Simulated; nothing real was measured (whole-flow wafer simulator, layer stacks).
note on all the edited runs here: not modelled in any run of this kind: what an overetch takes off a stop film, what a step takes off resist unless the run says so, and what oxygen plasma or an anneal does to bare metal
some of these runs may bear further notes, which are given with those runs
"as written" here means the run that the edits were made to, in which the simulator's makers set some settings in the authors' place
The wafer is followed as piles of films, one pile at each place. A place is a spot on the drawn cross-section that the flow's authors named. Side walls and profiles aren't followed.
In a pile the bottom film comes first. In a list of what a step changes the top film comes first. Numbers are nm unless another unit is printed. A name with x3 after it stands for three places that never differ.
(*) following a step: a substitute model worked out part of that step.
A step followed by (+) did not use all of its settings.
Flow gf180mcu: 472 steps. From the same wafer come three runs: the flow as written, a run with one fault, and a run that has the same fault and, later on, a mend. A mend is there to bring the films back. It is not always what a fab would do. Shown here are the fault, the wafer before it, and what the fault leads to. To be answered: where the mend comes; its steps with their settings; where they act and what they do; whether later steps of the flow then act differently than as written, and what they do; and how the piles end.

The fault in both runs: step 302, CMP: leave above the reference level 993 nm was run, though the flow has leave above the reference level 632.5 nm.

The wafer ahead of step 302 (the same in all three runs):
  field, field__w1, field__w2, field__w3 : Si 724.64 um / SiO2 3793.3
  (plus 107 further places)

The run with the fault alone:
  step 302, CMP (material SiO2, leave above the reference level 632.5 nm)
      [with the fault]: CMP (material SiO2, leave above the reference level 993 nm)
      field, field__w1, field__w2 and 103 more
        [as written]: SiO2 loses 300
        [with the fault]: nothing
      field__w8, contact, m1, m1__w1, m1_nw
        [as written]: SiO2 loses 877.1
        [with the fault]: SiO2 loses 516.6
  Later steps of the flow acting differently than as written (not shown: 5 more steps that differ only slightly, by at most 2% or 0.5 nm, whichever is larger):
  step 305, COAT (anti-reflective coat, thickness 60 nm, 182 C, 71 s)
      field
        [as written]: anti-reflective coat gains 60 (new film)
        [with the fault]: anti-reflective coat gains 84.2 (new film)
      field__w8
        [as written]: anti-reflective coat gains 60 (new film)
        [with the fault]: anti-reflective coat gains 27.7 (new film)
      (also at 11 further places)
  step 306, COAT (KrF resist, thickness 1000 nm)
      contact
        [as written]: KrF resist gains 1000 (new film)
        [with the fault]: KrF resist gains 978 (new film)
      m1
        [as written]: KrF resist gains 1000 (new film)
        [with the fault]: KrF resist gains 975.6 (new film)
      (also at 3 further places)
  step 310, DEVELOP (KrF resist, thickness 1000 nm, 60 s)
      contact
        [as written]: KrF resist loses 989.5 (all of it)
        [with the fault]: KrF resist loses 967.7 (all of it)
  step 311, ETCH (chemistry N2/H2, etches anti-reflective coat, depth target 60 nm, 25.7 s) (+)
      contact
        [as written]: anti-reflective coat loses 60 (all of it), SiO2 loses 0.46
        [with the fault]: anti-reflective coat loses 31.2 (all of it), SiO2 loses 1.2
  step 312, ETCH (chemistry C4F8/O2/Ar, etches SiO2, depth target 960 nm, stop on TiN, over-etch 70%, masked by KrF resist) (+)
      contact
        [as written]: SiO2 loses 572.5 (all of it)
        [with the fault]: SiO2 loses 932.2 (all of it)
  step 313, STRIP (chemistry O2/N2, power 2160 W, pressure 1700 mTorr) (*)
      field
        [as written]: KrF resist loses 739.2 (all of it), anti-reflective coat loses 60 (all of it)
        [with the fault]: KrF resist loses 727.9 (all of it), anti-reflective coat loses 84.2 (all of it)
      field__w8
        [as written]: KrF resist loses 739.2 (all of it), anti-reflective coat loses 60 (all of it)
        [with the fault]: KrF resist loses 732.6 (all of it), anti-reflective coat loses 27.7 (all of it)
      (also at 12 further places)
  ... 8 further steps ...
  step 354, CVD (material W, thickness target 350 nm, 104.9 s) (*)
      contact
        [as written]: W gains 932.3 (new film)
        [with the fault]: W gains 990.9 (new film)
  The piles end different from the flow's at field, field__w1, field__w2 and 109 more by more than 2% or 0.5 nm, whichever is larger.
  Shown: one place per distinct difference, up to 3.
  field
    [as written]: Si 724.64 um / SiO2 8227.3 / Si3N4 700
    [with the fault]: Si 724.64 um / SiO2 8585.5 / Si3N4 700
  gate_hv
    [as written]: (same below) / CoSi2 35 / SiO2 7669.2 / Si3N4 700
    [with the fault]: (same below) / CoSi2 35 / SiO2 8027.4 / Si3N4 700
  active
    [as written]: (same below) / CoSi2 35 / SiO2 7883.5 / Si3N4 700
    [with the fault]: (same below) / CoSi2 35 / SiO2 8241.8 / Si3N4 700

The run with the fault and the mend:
  The mend stands after step 302.
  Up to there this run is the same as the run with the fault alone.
  step 302a, CMP (material SiO2, leave above the reference level 632.5 nm) (the flow's step 302 again)
      field, field__w1, field__w2 and 103 more
        SiO2 loses 300
      field__w8, contact, m1, m1__w1, m1_nw
        SiO2 loses 360.5
  Later steps of the flow that are run all act as written at every place that is followed.
  The piles end the same as the flow's at every place that both follow.
